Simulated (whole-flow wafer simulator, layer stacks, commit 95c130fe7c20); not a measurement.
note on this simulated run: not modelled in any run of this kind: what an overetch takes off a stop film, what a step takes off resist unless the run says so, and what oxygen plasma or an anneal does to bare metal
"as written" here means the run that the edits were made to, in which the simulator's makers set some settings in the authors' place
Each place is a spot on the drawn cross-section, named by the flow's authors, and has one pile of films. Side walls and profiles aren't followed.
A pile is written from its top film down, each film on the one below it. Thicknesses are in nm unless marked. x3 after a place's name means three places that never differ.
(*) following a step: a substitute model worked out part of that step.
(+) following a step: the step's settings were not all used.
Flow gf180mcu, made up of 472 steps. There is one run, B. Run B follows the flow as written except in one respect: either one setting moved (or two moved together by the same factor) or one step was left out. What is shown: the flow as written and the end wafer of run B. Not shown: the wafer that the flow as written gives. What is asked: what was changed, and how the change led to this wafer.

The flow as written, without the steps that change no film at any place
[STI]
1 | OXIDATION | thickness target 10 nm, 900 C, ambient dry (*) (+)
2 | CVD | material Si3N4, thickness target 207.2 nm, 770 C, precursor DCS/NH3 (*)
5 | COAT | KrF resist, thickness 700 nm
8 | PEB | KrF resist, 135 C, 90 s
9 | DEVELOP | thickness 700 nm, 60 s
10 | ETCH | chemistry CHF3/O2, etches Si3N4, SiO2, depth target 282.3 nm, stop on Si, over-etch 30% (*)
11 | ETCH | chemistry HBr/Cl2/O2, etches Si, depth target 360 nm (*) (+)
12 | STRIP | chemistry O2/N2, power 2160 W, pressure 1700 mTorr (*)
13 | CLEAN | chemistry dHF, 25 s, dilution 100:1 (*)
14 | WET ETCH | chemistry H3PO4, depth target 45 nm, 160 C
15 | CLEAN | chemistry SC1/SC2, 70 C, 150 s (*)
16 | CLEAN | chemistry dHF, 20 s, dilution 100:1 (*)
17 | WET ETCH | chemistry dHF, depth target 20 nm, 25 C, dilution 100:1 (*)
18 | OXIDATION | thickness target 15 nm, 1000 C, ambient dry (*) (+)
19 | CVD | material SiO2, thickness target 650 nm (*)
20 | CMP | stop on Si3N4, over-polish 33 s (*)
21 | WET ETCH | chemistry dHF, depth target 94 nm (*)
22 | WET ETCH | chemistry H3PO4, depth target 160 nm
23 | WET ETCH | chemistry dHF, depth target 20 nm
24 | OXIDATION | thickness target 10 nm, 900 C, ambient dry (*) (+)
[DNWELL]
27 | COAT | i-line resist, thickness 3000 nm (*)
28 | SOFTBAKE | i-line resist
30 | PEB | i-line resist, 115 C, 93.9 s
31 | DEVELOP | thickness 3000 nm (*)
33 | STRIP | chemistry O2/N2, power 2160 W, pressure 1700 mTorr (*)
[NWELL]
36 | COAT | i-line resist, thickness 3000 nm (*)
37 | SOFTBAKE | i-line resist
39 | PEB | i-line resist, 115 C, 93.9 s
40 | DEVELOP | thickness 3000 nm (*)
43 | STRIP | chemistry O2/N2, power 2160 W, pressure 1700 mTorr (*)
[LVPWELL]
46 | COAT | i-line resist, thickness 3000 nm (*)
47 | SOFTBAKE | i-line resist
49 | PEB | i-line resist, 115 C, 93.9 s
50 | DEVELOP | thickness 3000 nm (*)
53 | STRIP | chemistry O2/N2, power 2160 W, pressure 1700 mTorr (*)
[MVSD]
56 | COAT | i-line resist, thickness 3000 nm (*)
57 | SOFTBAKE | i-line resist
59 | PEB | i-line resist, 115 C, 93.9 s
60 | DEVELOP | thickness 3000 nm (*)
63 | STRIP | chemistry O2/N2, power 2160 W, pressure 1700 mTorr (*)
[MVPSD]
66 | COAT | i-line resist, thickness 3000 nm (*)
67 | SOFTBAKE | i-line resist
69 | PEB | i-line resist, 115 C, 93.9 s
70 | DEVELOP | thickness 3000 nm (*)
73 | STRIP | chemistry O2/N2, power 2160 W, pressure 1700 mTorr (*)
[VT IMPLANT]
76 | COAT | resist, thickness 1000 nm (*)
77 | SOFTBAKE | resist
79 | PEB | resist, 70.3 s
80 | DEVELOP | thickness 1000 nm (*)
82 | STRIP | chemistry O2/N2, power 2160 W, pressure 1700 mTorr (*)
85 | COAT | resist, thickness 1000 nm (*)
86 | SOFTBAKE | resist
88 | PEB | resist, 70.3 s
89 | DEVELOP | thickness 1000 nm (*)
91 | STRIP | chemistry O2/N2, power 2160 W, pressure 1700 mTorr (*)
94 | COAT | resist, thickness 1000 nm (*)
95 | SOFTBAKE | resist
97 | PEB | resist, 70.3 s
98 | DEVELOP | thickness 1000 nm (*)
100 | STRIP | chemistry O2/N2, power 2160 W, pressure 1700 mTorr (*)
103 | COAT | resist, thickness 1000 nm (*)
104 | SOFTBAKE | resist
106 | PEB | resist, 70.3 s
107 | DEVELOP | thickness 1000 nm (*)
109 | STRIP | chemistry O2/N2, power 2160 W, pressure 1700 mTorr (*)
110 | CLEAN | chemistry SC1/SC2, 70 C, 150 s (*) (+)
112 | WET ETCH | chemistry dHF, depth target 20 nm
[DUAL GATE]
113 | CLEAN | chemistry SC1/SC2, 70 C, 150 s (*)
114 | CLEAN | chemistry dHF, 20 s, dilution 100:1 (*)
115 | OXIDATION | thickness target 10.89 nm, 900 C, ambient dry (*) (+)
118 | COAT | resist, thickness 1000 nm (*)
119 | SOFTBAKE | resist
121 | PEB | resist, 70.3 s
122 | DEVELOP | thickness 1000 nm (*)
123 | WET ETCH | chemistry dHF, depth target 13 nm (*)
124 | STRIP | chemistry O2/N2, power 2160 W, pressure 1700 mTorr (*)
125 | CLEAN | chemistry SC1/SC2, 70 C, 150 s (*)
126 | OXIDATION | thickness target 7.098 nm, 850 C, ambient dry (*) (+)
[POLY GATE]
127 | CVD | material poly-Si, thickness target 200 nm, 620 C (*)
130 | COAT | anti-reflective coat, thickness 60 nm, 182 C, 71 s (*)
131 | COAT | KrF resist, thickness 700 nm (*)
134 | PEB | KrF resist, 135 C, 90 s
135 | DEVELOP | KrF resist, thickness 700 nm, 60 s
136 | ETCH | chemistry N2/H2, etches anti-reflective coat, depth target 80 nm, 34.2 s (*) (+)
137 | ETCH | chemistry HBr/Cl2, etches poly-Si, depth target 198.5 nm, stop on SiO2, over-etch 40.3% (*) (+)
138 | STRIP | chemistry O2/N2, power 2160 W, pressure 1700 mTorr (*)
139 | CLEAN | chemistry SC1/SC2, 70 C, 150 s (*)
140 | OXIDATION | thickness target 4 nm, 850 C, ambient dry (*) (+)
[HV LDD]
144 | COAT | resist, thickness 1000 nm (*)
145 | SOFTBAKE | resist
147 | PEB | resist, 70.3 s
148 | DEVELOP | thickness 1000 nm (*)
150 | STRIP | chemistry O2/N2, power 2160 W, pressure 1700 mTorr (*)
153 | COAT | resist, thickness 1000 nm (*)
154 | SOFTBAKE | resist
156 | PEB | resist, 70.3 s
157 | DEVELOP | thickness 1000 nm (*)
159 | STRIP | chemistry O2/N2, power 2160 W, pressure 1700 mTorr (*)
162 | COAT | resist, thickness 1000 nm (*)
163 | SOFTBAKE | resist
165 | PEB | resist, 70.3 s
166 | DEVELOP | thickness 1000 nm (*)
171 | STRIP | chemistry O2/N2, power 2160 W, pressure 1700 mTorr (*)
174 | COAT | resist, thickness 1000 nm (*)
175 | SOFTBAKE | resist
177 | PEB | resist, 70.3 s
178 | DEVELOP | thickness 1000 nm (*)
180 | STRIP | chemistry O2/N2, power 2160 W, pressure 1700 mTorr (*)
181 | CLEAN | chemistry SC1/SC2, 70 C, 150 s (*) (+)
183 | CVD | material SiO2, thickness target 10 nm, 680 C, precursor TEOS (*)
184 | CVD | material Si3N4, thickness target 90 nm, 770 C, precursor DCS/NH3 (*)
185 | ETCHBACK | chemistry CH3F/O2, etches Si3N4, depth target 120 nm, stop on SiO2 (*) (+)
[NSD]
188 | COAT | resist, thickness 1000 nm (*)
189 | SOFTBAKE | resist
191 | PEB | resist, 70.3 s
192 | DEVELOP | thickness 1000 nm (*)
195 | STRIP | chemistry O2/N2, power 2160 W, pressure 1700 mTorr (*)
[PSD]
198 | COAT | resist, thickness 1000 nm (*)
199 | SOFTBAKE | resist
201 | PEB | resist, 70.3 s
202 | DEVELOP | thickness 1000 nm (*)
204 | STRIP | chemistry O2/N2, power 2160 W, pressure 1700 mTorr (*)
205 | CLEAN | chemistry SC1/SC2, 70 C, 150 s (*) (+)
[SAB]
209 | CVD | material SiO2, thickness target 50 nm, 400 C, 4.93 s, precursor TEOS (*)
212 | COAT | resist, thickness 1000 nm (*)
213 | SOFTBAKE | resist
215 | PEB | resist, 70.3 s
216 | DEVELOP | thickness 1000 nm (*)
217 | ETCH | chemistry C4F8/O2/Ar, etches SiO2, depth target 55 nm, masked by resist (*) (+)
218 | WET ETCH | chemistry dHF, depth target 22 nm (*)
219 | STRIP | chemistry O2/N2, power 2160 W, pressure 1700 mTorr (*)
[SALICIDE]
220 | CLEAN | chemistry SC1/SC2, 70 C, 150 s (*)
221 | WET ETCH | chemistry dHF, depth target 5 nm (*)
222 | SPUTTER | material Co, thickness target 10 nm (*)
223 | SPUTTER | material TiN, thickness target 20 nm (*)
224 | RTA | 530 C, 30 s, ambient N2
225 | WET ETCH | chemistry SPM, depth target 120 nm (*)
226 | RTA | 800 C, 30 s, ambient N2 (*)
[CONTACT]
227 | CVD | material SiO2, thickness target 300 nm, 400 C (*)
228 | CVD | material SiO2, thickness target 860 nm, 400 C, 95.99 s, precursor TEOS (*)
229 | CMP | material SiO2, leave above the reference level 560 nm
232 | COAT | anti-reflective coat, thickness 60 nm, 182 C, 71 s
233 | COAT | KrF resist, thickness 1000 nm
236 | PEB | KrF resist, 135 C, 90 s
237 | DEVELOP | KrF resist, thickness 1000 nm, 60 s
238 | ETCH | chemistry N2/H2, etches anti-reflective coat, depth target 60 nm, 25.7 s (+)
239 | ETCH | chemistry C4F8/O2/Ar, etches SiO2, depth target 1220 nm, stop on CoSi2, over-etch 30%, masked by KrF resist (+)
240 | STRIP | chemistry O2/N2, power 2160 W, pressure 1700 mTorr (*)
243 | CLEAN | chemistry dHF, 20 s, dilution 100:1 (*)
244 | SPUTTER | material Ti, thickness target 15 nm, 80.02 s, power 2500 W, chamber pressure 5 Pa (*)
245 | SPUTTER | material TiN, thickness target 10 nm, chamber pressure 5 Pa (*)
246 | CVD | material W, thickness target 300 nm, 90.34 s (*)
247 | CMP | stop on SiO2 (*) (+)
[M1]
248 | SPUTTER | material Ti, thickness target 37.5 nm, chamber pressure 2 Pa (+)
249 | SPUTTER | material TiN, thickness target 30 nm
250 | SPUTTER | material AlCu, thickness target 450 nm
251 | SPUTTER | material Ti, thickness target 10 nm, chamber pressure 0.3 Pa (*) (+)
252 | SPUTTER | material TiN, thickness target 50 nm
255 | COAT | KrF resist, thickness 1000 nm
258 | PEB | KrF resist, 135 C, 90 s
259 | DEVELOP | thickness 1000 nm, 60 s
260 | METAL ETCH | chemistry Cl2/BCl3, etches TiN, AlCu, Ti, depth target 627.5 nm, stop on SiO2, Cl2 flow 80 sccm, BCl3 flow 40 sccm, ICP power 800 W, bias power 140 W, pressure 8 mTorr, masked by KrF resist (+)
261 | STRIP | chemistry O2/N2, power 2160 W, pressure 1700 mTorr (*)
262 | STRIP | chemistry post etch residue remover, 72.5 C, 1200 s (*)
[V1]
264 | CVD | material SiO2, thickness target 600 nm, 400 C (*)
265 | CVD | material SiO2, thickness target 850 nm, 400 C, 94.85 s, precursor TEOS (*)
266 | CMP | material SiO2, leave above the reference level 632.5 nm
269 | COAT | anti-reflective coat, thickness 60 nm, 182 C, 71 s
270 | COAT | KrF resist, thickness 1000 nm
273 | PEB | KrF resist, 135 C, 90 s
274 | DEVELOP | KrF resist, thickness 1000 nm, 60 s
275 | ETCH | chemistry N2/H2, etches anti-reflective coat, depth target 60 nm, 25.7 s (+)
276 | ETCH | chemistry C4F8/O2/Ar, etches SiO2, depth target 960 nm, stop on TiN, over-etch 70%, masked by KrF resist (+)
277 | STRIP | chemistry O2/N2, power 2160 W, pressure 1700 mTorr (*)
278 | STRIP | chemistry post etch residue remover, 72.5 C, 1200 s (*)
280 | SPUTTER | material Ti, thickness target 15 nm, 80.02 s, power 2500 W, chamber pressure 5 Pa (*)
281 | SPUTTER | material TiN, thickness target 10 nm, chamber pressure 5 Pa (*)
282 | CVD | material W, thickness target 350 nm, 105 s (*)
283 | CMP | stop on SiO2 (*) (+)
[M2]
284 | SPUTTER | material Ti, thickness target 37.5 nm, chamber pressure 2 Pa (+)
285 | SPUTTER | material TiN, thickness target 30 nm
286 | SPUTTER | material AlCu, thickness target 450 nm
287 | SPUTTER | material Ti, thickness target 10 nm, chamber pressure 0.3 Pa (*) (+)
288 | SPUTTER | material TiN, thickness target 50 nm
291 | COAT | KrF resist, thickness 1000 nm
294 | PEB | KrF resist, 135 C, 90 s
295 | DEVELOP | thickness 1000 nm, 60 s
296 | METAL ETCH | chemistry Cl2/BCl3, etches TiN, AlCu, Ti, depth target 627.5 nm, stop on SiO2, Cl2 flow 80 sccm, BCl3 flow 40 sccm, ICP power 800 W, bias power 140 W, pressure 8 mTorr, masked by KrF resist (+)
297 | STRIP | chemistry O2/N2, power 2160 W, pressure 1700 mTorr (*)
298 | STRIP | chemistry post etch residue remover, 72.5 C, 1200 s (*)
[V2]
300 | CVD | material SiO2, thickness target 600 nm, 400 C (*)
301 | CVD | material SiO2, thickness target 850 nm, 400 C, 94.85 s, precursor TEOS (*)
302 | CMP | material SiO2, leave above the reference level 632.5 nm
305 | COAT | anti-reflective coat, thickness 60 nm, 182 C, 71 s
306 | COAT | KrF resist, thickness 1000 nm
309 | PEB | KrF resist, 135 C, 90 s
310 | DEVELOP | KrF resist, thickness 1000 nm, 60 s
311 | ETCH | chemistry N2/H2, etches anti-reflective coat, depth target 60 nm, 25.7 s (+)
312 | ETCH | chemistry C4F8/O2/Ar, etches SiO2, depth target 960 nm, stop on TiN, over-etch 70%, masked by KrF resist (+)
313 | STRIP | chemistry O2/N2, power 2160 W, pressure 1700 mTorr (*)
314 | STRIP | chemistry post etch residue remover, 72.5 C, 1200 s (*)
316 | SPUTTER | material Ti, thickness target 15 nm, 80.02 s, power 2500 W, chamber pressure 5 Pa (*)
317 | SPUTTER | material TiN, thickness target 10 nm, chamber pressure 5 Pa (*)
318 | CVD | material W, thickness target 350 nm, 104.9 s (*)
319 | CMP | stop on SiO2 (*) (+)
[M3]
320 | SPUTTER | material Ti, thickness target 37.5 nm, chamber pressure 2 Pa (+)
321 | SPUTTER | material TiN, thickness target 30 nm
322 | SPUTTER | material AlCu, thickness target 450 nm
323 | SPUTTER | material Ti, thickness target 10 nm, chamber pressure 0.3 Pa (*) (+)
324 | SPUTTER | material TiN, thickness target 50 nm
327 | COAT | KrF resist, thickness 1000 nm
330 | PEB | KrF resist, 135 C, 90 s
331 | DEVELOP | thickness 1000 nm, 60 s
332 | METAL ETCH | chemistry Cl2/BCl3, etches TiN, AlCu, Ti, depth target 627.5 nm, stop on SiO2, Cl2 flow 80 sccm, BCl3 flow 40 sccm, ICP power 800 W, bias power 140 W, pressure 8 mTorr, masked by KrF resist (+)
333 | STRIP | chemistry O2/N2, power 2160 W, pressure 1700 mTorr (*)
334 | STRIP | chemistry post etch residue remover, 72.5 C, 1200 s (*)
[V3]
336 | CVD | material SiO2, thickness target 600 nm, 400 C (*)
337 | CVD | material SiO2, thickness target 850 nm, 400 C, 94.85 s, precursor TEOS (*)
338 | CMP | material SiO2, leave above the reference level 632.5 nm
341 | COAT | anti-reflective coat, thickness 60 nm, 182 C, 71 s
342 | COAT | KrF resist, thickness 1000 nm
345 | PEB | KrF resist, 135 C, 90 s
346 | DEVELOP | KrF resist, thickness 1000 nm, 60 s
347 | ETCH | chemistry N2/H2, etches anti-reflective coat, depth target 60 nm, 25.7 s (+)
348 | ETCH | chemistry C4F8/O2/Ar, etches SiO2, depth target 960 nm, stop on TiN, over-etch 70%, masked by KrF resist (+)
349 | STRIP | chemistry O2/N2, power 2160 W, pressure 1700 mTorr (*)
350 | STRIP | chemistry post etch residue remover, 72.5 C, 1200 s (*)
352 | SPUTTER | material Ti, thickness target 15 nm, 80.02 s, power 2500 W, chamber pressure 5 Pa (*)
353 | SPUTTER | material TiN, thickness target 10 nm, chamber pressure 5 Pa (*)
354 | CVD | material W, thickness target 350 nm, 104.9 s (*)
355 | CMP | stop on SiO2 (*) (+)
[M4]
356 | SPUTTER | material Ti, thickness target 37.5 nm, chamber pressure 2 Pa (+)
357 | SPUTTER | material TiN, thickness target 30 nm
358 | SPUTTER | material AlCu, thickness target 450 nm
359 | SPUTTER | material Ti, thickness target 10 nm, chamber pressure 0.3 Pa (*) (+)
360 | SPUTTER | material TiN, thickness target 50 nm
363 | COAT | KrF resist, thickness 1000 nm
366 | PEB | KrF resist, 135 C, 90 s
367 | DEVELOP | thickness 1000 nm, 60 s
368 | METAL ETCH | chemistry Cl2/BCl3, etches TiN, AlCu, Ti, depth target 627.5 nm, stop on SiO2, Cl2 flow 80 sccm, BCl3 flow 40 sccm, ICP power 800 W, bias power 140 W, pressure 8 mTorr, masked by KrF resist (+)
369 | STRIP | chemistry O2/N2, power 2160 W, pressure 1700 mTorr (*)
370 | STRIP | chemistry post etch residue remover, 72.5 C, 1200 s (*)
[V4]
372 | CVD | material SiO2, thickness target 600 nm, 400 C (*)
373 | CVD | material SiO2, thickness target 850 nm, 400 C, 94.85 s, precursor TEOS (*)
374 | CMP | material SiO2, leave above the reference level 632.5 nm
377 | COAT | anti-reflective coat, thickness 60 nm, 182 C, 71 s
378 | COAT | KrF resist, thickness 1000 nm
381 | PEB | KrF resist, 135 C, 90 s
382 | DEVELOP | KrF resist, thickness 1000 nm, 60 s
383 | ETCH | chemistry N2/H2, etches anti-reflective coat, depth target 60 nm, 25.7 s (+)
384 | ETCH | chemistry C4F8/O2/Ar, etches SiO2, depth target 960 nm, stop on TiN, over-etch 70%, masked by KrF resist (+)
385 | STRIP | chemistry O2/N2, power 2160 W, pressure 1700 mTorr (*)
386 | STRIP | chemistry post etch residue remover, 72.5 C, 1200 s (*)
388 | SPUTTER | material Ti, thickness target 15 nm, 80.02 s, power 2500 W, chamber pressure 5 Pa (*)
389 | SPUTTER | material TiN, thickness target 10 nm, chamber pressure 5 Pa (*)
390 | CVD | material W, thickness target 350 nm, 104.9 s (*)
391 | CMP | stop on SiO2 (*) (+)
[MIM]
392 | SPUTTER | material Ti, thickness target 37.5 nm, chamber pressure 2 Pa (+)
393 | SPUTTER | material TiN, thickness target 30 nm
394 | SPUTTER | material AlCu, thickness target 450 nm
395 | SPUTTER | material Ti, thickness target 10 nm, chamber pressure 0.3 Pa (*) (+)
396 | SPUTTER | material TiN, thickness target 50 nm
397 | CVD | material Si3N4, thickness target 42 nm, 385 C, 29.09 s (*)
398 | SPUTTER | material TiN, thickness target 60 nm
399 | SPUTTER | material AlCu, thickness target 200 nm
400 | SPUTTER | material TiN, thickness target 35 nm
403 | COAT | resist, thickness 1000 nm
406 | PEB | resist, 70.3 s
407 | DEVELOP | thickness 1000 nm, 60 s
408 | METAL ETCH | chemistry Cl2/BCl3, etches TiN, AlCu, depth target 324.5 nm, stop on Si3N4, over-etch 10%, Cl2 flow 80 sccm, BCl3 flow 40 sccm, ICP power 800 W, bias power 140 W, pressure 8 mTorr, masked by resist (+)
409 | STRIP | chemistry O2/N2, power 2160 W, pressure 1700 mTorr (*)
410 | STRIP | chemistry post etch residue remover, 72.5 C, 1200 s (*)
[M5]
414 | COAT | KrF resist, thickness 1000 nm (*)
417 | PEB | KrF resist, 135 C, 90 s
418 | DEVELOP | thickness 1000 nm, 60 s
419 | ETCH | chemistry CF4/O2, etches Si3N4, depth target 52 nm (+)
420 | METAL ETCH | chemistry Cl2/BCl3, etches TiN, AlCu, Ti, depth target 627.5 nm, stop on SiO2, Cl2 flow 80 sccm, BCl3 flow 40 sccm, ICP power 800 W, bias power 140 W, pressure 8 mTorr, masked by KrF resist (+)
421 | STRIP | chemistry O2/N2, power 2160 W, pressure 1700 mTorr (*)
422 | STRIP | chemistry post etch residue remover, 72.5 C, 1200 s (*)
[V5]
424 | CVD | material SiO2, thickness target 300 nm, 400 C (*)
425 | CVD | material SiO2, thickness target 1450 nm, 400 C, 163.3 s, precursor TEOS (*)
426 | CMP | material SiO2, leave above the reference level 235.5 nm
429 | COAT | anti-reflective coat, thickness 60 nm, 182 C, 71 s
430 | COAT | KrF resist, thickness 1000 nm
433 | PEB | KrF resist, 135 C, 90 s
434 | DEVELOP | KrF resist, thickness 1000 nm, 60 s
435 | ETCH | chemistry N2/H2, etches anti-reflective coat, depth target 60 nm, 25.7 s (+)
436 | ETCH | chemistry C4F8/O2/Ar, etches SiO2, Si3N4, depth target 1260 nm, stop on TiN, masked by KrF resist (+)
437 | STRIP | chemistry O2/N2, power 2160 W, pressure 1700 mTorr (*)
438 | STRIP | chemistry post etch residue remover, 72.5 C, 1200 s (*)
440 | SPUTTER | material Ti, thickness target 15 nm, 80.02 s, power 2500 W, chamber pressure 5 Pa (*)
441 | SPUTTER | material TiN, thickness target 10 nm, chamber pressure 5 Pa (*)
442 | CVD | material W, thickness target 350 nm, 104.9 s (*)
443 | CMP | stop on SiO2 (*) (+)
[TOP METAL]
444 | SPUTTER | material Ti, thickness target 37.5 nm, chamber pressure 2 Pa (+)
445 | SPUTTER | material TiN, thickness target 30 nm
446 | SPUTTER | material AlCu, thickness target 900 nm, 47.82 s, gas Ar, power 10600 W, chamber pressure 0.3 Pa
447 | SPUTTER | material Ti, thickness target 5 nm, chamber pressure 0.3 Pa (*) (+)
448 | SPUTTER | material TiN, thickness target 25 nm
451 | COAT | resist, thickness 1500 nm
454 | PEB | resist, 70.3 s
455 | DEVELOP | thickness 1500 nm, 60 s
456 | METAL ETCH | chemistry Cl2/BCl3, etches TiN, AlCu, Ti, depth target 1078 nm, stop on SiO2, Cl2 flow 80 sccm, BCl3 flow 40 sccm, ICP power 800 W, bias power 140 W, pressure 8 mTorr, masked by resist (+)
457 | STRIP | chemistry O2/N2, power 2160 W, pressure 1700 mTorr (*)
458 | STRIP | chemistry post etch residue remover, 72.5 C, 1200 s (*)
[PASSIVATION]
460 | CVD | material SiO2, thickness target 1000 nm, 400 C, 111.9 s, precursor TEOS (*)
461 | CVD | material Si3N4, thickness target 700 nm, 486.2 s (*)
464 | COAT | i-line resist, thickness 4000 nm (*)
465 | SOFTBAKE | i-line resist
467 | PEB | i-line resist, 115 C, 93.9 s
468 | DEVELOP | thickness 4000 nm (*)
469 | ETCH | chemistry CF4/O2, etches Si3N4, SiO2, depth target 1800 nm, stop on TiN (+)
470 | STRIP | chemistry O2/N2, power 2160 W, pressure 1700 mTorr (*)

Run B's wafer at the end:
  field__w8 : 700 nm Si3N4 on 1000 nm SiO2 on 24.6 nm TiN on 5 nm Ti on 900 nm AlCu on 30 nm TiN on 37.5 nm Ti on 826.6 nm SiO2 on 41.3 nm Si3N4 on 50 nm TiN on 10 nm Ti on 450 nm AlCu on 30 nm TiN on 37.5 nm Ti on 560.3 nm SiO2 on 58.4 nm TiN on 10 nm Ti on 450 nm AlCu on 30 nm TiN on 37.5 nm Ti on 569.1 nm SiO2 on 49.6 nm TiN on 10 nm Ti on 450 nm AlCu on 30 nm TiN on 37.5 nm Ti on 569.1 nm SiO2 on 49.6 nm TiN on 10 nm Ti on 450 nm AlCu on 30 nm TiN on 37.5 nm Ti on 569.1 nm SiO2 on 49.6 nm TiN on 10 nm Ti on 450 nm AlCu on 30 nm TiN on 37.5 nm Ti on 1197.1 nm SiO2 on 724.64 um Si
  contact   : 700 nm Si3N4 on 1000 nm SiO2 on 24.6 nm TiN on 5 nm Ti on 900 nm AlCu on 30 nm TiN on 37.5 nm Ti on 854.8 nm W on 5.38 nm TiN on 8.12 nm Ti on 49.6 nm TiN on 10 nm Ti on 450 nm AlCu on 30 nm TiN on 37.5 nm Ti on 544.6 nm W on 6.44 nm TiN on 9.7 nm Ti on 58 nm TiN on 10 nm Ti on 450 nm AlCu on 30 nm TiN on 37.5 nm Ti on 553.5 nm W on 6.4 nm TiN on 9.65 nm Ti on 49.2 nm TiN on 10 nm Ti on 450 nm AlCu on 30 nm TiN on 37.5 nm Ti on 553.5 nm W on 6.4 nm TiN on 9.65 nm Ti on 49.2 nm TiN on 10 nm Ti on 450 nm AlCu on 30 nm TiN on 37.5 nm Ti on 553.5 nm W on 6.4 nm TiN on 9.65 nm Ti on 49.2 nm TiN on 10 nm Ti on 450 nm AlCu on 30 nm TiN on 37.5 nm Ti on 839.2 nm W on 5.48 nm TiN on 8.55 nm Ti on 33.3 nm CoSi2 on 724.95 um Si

Cause: step 360, SPUTTER: thickness target 58.8 nm was run, whereas the flow has thickness target 50 nm.

The path from the change to this, step by step:
  360 | SPUTTER | material TiN, thickness target 50 nm
      field, field__w1, field__w2 and 108 more: TiN gains 58.8 (new film) (as written it would have been: TiN gains 50 (new film))
  368 | METAL ETCH | chemistry Cl2/BCl3, etches TiN, AlCu, Ti, depth target 627.5 nm, stop on SiO2, Cl2 flow 80 sccm, BCl3 flow 40 sccm, ICP power 800 W, bias power 140 W, pressure 8 mTorr, masked by KrF resist (+)
      field, field__w1, field__w2 and 103 more: TiN loses 58.8 (all of it), Ti loses 10 (all of it), AlCu loses 450 (all of it), TiN loses 30 (all of it), Ti loses 37.5 (all of it) (as written it would have been: TiN loses 50 (all of it), Ti loses 10 (all of it), AlCu loses 450 (all of it), TiN loses 30 (all of it), Ti loses 37.5 (all of it))
